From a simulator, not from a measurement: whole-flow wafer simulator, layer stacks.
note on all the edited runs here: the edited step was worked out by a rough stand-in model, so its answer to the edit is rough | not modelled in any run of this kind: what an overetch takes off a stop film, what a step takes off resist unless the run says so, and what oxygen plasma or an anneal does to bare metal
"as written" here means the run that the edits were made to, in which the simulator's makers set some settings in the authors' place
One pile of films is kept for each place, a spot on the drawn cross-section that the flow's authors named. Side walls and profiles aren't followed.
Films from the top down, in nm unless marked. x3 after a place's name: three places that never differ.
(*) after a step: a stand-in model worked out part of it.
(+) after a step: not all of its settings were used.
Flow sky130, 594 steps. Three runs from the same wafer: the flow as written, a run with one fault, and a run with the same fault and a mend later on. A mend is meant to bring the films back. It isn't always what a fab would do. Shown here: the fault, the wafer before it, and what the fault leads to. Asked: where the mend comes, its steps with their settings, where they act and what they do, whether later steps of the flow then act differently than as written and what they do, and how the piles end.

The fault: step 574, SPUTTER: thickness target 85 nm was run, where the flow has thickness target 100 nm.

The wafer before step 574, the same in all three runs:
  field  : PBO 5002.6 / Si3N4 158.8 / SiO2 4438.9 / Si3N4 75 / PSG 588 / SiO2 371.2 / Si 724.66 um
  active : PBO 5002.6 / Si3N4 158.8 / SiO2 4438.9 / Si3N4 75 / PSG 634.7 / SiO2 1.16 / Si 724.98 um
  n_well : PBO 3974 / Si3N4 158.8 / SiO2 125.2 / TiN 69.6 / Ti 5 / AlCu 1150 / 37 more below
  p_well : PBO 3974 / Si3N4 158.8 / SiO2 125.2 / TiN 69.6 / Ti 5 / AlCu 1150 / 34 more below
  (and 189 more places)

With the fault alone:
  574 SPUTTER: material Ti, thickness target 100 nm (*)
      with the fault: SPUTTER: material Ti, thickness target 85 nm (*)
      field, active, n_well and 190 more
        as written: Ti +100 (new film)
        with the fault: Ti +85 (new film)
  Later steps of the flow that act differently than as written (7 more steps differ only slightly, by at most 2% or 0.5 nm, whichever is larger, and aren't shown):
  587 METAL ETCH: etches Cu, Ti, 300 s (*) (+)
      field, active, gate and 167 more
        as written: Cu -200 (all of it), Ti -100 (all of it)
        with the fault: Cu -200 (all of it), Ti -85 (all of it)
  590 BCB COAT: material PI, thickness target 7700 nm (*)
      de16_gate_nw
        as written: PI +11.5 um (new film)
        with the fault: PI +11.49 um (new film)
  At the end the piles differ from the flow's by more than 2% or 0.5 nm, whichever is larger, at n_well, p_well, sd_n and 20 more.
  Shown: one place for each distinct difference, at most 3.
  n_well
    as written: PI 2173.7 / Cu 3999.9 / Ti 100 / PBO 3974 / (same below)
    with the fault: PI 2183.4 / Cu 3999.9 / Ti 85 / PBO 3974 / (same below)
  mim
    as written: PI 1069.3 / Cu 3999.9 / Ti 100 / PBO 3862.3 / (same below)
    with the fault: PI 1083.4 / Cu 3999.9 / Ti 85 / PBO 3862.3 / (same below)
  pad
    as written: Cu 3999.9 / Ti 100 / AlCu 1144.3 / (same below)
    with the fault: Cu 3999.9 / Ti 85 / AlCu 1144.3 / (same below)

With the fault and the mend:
  The mend comes after step 574.
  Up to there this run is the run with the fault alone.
  574a SPUTTER: material Ti, thickness target 15 nm (*) (the flow's step 574 once more, with other settings)
      field, active, n_well and 190 more
        Ti +15
  No later step of the flow acts differently than as written at any place that is followed.
  At the end the piles are the same as the flow's at every place that both follow.
